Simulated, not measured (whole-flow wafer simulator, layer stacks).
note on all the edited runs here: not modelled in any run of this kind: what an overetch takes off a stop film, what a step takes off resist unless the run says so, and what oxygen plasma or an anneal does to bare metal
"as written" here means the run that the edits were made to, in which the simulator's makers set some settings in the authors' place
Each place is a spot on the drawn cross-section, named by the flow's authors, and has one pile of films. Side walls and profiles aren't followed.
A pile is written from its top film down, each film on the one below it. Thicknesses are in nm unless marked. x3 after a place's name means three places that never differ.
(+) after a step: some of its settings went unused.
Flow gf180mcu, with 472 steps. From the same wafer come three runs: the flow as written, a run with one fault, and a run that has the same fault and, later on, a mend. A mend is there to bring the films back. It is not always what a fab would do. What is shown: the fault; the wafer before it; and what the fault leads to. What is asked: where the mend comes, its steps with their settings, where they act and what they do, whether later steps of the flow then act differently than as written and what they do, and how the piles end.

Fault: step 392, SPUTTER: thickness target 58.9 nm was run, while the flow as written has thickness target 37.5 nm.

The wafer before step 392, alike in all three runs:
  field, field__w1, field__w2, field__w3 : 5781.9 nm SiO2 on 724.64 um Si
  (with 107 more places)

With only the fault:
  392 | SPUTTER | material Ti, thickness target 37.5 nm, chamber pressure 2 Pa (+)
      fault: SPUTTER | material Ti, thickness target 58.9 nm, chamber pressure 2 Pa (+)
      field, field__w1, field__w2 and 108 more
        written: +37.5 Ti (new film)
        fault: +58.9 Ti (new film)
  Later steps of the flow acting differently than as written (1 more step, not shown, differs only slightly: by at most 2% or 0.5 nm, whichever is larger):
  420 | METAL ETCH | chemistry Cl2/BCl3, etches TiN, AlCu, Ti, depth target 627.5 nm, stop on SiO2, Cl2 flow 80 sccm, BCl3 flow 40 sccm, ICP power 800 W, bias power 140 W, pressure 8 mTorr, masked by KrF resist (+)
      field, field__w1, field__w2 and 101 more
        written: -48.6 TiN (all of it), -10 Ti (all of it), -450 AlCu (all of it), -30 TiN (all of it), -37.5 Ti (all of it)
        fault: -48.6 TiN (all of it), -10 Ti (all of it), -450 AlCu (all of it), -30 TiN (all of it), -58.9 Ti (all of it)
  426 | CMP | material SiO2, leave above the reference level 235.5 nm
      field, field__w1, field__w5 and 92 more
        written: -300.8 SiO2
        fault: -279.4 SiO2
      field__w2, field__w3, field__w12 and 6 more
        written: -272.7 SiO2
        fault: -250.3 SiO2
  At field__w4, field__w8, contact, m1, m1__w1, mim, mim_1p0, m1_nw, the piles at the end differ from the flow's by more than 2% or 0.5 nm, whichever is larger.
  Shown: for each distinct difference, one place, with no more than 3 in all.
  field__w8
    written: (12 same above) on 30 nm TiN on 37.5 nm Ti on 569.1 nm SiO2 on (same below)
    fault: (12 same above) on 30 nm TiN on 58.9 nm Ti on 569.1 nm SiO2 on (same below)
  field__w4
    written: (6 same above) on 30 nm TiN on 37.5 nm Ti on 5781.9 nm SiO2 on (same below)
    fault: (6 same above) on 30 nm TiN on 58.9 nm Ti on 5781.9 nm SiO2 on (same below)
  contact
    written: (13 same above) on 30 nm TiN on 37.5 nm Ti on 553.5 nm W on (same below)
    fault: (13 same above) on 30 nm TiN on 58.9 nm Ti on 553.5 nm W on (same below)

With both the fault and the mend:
  After step 392 comes the mend.
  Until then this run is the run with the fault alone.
  392a | METAL ETCH | chemistry Cl2/BCl3, etches TiN, AlCu, Ti, depth target 21.4 nm, Cl2 flow 80 sccm, BCl3 flow 40 sccm, ICP power 800 W, bias power 140 W, pressure 8 mTorr (the flow's step 260, run once more with other settings)
      field, field__w1, field__w2 and 108 more
        -21.4 Ti
  Every later step of the flow that is run acts as written at every place that is followed.
  At every place that both follow, the piles at the end match the flow's.
